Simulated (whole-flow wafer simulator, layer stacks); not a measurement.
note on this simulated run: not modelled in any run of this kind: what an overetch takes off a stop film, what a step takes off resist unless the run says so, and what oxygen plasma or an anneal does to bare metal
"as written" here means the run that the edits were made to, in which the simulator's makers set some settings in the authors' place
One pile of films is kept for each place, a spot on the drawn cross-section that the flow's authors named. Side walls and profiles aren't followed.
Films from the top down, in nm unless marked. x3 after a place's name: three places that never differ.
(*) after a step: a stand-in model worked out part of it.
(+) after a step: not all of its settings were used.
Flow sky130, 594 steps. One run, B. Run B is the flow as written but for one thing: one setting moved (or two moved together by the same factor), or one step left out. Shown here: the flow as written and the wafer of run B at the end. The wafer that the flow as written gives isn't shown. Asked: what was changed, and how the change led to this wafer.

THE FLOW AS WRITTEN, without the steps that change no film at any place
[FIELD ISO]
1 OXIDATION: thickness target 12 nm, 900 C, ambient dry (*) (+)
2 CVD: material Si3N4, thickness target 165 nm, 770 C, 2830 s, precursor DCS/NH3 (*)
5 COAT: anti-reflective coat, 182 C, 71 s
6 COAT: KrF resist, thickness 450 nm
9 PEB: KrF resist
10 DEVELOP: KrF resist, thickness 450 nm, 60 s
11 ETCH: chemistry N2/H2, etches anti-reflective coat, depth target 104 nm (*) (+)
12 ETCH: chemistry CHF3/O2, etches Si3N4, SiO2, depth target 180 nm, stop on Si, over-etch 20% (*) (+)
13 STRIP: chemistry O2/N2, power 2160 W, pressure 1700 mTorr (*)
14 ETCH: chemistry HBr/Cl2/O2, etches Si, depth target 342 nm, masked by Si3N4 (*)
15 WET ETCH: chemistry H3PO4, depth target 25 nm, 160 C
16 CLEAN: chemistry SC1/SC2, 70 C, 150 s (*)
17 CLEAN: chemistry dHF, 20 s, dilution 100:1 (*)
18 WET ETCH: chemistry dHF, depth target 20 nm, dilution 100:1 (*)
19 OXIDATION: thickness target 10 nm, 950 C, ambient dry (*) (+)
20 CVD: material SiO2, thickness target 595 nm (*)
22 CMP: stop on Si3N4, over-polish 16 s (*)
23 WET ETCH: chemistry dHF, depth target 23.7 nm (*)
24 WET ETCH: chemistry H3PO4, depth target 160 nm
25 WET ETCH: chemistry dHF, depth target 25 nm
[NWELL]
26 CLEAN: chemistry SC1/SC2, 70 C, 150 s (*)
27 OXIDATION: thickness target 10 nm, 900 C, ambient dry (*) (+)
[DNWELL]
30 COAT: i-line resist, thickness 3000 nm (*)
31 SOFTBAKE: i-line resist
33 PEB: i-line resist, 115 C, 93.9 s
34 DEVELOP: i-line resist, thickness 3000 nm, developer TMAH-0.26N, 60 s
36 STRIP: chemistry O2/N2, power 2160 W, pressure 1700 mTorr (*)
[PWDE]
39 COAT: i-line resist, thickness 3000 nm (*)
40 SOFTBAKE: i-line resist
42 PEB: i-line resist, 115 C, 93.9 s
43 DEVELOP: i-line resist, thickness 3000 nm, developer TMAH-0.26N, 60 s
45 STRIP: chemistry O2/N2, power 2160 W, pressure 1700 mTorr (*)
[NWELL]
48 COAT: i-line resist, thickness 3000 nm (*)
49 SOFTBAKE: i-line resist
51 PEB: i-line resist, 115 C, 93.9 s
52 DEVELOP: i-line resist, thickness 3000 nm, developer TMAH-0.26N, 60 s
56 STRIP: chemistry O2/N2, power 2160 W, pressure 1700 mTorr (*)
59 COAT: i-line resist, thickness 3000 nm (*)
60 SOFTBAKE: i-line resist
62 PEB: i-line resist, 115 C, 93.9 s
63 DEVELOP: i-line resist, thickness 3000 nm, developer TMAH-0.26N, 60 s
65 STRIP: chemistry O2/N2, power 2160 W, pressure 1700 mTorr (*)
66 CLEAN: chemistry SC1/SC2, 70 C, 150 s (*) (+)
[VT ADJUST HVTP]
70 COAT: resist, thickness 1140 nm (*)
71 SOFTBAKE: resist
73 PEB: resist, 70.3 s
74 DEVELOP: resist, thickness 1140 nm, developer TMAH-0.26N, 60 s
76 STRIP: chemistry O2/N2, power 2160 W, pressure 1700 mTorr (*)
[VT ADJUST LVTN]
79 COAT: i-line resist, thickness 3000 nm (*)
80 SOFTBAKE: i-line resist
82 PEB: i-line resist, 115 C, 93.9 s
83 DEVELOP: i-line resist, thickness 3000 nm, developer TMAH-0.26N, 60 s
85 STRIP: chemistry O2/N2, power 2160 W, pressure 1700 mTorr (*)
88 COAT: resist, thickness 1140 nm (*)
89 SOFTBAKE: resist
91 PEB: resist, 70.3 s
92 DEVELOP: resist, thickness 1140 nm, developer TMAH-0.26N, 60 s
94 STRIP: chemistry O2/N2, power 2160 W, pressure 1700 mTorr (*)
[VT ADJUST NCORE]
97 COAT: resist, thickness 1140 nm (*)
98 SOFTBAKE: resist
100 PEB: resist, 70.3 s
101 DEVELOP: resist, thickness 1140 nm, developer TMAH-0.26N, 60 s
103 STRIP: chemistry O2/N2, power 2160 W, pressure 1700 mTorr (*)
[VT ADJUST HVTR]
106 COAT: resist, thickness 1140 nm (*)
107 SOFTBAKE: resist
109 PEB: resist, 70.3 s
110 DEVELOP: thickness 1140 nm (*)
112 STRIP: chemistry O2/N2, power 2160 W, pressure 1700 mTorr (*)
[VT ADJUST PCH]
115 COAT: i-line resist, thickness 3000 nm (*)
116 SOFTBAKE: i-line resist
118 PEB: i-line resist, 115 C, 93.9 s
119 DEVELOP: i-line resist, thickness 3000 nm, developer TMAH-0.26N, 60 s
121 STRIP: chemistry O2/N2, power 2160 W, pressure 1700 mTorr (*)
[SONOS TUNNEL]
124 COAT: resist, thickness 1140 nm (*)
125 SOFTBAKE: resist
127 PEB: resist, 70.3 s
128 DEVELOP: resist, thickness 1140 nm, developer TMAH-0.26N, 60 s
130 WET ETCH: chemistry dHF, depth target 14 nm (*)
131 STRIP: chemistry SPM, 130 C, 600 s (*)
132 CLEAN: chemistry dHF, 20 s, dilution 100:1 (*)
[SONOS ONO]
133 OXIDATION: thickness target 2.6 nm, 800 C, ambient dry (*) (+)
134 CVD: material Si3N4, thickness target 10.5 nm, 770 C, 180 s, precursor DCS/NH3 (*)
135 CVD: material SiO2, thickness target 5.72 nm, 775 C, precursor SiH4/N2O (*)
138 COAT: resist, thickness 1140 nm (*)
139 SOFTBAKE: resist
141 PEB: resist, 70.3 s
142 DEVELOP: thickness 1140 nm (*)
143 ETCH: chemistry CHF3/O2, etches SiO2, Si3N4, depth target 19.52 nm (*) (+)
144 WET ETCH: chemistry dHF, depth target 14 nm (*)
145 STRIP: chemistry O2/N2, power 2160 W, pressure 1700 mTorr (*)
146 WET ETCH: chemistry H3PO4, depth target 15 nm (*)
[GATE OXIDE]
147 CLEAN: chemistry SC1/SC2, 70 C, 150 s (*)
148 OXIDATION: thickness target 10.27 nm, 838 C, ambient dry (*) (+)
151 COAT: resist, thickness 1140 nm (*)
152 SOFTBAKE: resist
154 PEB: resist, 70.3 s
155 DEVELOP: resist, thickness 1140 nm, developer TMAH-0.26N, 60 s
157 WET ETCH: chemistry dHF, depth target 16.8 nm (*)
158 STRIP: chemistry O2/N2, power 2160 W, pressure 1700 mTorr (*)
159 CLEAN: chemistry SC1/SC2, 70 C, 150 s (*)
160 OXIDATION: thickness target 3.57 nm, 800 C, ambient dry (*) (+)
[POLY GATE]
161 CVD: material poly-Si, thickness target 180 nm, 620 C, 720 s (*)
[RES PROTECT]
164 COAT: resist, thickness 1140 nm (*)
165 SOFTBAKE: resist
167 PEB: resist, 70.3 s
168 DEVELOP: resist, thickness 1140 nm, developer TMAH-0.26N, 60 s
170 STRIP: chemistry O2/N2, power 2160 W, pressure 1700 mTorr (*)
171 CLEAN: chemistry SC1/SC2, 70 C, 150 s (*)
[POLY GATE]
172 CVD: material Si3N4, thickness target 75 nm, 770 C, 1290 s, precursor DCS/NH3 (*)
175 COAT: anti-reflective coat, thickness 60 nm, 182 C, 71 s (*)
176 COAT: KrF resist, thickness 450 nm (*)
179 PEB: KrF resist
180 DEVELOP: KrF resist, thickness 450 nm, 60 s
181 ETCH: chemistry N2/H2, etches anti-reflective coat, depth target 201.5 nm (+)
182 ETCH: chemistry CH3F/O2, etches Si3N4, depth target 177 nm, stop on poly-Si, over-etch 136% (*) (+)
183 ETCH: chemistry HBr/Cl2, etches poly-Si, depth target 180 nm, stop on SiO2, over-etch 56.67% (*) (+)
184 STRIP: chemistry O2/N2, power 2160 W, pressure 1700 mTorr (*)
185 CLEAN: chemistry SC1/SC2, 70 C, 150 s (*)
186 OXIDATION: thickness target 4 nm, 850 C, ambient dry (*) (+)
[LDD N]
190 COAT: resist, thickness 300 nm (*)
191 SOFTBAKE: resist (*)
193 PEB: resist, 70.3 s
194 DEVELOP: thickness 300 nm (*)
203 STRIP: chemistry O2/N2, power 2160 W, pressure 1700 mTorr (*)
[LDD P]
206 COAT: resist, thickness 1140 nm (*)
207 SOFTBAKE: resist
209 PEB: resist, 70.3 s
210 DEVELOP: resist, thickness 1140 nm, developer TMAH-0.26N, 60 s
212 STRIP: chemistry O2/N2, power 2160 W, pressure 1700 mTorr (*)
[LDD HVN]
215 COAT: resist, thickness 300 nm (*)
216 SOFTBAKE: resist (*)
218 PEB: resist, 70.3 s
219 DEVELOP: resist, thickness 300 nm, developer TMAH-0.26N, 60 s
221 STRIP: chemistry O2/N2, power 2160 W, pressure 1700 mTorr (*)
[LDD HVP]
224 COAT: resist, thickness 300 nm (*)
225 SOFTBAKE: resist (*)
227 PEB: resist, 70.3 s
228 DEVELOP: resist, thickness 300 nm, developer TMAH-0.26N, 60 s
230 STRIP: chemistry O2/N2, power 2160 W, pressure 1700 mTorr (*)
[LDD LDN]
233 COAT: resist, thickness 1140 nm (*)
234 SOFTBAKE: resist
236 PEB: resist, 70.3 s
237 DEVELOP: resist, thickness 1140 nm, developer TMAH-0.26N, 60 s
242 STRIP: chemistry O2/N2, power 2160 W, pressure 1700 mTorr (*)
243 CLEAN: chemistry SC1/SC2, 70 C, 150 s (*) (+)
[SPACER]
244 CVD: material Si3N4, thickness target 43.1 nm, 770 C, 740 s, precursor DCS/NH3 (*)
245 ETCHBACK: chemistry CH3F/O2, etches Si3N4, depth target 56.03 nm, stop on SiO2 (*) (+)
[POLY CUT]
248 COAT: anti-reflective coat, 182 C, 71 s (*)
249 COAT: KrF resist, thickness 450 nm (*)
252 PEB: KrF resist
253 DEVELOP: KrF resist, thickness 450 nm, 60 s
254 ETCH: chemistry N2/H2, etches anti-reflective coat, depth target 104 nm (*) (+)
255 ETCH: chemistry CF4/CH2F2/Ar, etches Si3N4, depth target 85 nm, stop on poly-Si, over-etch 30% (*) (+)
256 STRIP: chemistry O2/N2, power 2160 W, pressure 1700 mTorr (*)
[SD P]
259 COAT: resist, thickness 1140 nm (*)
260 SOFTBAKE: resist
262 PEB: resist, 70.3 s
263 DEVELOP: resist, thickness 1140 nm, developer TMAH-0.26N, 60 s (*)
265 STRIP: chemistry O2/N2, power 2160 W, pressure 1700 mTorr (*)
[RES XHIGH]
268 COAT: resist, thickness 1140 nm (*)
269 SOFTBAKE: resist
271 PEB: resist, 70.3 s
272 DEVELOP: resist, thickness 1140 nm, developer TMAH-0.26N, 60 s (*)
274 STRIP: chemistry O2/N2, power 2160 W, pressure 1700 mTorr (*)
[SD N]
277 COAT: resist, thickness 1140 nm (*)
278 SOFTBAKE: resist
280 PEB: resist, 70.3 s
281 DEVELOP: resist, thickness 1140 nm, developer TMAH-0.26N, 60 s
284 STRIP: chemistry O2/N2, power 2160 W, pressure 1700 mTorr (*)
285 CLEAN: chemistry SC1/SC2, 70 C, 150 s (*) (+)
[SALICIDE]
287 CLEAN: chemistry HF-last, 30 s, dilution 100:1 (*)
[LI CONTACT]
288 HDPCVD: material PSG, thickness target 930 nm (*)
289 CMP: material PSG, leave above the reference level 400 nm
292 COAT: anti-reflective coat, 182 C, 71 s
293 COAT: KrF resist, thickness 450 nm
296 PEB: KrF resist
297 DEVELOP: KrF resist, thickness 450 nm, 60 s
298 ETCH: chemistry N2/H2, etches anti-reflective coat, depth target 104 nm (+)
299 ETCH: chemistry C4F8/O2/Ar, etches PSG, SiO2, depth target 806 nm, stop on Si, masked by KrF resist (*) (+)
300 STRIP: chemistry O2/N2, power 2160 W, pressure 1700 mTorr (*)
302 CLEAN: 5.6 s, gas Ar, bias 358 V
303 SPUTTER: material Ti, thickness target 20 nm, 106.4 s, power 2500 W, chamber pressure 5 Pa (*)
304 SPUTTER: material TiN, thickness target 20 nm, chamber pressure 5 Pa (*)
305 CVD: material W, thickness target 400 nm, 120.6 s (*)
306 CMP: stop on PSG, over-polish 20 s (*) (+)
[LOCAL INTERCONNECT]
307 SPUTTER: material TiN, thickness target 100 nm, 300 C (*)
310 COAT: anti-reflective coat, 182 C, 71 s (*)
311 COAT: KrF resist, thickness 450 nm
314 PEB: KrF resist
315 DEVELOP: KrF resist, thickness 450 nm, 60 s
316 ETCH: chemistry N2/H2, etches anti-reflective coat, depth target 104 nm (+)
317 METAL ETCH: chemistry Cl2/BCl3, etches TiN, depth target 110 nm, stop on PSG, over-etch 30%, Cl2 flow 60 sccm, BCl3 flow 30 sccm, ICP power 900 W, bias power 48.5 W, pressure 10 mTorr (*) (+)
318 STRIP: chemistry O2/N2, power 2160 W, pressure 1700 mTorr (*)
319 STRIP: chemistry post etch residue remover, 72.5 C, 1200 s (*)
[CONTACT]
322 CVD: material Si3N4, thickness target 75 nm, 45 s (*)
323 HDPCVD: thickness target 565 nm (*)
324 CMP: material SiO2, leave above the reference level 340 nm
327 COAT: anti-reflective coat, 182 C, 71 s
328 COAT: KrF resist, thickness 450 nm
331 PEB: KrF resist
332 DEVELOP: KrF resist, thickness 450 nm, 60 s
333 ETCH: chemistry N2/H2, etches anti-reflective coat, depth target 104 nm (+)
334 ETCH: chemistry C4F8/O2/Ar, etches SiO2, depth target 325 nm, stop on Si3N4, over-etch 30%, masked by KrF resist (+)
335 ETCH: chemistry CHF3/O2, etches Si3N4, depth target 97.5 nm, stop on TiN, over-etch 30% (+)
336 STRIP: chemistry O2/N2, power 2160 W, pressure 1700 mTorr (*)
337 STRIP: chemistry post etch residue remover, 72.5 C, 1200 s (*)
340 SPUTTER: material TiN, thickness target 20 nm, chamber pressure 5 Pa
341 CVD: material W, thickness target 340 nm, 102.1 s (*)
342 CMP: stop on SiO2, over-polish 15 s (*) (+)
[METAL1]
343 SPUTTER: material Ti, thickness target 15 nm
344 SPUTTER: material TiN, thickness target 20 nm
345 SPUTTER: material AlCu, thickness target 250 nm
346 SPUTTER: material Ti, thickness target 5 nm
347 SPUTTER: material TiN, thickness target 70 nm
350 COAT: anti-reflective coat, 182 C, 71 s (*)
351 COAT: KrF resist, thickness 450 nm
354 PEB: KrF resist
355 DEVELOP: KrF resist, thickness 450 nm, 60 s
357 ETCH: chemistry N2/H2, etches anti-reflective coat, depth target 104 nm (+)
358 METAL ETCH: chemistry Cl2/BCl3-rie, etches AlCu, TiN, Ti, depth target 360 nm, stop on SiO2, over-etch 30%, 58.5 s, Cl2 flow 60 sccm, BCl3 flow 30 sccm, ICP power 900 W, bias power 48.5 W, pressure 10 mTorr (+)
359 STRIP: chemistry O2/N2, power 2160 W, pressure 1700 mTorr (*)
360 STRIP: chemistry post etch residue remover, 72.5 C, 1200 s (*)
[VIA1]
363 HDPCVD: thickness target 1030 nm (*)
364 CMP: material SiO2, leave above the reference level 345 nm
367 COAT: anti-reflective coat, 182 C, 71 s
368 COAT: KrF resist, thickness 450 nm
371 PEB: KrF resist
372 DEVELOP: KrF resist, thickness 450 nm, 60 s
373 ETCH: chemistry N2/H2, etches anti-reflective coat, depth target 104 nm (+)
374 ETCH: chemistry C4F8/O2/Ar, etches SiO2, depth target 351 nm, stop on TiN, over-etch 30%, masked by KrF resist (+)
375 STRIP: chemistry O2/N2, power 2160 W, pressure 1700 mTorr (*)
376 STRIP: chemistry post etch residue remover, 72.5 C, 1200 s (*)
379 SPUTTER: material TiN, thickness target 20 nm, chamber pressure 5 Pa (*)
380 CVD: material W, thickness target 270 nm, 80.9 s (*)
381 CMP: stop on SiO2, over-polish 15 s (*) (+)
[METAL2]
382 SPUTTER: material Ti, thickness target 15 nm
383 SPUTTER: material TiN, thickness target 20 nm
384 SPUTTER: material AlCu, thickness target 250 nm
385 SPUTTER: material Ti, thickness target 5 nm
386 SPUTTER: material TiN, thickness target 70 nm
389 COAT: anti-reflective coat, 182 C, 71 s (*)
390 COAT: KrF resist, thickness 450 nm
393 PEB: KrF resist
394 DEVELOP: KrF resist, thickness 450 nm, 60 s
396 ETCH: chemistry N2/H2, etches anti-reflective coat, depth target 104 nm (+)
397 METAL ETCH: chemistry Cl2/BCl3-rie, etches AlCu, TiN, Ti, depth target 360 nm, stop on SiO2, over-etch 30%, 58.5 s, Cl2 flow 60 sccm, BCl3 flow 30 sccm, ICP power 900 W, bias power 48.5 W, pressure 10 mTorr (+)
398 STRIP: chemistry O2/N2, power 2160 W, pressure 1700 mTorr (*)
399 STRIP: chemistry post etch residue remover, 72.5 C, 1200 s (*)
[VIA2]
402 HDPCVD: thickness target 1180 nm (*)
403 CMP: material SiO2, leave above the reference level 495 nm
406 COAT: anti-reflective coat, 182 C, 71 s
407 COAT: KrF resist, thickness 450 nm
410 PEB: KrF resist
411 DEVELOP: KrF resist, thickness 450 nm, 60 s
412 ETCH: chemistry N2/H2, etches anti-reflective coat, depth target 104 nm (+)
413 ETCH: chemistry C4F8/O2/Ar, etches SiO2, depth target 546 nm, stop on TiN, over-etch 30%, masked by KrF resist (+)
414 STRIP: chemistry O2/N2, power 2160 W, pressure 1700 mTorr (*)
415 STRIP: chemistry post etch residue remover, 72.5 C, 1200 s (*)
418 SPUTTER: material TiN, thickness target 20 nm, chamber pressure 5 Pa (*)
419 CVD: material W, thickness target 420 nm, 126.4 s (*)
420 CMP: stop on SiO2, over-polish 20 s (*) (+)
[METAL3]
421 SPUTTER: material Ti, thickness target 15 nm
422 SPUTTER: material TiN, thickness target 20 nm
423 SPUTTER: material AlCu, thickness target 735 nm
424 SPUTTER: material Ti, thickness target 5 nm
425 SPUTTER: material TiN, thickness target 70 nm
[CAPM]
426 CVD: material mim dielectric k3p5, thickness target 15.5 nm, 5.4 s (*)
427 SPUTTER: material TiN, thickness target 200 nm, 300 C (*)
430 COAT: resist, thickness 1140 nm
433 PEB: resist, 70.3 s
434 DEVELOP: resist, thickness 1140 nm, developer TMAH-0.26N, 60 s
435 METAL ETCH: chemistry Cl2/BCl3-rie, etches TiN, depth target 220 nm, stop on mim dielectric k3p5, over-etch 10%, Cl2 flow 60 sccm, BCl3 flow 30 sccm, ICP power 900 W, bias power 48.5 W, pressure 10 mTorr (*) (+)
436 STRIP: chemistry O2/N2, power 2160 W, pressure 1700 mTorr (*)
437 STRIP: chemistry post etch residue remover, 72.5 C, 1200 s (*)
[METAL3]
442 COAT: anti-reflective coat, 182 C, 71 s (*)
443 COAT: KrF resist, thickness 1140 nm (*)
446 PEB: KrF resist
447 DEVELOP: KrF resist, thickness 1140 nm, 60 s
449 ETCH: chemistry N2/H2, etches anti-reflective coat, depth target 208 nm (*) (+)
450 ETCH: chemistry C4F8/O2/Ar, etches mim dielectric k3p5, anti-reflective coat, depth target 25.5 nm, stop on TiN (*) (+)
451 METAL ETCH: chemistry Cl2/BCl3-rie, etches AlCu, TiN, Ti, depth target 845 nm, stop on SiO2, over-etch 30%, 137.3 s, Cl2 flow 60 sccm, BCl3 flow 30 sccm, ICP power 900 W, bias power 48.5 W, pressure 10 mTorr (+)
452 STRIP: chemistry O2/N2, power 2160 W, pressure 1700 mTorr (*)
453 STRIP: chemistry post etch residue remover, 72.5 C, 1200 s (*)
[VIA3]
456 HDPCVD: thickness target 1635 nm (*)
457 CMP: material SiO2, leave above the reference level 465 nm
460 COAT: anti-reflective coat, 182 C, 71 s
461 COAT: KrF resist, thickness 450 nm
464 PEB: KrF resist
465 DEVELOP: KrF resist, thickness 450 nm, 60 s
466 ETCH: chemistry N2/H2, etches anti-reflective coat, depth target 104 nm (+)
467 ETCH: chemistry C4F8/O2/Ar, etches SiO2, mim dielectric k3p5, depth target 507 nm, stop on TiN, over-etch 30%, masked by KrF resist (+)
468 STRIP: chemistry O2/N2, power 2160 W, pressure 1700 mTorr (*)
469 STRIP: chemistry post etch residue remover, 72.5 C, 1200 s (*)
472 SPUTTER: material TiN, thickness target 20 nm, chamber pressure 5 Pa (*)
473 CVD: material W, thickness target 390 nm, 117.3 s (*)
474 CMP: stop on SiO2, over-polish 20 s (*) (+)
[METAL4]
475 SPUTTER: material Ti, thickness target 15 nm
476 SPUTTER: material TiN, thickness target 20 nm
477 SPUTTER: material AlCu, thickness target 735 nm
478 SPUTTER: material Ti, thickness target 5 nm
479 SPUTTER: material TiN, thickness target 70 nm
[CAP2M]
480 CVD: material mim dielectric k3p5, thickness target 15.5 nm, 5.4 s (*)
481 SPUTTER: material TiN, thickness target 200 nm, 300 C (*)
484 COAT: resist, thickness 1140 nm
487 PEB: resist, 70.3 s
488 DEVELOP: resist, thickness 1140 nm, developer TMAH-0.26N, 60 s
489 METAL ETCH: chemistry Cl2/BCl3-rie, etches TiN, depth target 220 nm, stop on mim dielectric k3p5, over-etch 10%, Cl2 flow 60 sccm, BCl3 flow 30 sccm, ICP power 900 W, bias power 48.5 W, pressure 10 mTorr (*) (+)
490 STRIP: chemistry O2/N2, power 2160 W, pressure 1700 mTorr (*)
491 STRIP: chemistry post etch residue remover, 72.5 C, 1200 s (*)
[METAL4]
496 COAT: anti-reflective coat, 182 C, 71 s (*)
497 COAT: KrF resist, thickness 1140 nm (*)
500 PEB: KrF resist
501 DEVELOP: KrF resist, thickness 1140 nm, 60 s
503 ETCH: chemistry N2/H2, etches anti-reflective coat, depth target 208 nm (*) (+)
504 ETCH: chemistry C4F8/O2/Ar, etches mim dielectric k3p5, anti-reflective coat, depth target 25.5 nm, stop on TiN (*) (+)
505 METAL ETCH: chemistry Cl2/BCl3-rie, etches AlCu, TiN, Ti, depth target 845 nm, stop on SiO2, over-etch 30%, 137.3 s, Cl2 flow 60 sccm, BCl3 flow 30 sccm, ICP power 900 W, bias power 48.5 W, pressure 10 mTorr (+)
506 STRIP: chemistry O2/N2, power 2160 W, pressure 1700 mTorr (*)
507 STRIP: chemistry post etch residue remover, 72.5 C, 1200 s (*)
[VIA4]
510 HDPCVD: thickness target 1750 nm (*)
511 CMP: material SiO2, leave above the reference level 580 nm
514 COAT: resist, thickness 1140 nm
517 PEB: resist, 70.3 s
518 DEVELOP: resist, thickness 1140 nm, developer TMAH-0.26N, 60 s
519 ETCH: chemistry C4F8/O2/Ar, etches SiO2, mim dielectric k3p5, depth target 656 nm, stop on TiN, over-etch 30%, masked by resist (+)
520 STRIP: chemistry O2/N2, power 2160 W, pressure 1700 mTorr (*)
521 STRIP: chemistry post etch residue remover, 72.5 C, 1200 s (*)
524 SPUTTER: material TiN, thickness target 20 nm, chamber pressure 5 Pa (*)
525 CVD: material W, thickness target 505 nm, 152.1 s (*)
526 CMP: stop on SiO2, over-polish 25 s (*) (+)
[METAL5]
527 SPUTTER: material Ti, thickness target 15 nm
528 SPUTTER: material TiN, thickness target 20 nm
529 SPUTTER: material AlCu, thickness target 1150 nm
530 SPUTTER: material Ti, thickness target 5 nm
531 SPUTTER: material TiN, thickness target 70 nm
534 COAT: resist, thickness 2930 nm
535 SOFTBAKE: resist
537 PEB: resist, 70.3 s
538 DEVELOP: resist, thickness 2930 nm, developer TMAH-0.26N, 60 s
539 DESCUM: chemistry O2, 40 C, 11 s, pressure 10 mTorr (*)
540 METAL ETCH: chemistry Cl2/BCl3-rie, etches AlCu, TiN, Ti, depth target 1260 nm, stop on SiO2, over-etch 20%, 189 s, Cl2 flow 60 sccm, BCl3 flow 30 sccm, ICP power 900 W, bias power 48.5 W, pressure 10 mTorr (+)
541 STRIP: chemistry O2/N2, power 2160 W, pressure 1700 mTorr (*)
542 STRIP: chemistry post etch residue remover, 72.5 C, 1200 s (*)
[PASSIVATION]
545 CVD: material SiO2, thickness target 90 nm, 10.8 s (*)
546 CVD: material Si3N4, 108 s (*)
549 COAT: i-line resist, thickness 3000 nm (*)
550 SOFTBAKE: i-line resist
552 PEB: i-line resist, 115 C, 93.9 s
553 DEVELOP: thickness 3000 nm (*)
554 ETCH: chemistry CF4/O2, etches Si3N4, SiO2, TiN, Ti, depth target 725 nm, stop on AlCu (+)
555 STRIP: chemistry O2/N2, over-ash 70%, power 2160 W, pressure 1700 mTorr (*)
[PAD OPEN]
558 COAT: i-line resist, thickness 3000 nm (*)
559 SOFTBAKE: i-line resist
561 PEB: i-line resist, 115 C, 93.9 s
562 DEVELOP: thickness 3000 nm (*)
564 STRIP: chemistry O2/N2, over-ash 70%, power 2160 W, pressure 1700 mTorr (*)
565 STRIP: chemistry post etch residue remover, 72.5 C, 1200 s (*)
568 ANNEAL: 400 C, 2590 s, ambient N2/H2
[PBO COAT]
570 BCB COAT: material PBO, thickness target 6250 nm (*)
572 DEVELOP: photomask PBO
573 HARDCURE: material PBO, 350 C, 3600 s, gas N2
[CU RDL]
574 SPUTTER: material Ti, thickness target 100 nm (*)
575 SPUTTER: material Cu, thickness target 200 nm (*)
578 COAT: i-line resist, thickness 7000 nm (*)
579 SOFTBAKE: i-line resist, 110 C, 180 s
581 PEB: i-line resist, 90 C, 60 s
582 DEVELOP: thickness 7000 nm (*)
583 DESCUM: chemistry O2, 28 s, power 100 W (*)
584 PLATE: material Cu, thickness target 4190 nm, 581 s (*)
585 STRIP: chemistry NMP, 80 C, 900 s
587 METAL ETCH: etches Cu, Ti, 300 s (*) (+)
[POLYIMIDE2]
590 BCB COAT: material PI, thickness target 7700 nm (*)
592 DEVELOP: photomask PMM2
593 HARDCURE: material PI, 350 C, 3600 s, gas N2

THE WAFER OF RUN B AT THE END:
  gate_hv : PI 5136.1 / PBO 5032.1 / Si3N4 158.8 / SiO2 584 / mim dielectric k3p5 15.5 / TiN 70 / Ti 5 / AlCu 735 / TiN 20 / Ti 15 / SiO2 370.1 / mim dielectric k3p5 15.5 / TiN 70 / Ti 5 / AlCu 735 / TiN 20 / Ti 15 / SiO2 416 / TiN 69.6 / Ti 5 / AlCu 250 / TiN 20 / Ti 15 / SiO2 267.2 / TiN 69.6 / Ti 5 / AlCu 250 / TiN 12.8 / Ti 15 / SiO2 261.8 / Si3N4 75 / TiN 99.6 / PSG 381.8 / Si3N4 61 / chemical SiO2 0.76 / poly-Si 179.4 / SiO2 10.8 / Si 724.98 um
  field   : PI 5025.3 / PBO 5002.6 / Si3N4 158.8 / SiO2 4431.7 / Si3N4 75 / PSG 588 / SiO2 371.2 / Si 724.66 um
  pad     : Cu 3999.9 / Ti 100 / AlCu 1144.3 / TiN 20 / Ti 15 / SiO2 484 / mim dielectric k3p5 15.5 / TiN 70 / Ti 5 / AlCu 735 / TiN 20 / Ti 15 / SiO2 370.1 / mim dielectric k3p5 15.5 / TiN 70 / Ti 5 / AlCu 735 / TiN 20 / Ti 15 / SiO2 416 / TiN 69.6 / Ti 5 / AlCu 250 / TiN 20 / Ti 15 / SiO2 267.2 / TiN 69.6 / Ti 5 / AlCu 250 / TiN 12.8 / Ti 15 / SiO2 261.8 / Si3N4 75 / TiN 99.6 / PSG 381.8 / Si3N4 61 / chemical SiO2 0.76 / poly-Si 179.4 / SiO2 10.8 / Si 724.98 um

The cause: step 344, SPUTTER: thickness target 12.8 nm was run, where the flow has thickness target 20 nm.
It can be read off the wafer: gate_hv has TiN 12.8, and step 344 as written asks for 20 nm.

How the change led to this, step by step:
  344 SPUTTER: material TiN, thickness target 20 nm
      field, active, n_well and 188 more: TiN +12.8 (new film) (as written it would be: TiN +20 (new film))
  358 METAL ETCH: chemistry Cl2/BCl3-rie, etches AlCu, TiN, Ti, depth target 360 nm, stop on SiO2, over-etch 30%, 58.5 s, Cl2 flow 60 sccm, BCl3 flow 30 sccm, ICP power 900 W, bias power 48.5 W, pressure 10 mTorr (+)
      field, active, gate and 81 more: TiN -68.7 (all of it), Ti -5 (all of it), AlCu -250 (all of it), TiN -12.8 (all of it), Ti -15 (all of it), SiO2 -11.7 (as written it would be: TiN -68.7 (all of it), Ti -5 (all of it), AlCu -250 (all of it), TiN -20 (all of it), Ti -15 (all of it), SiO2 -10.9)
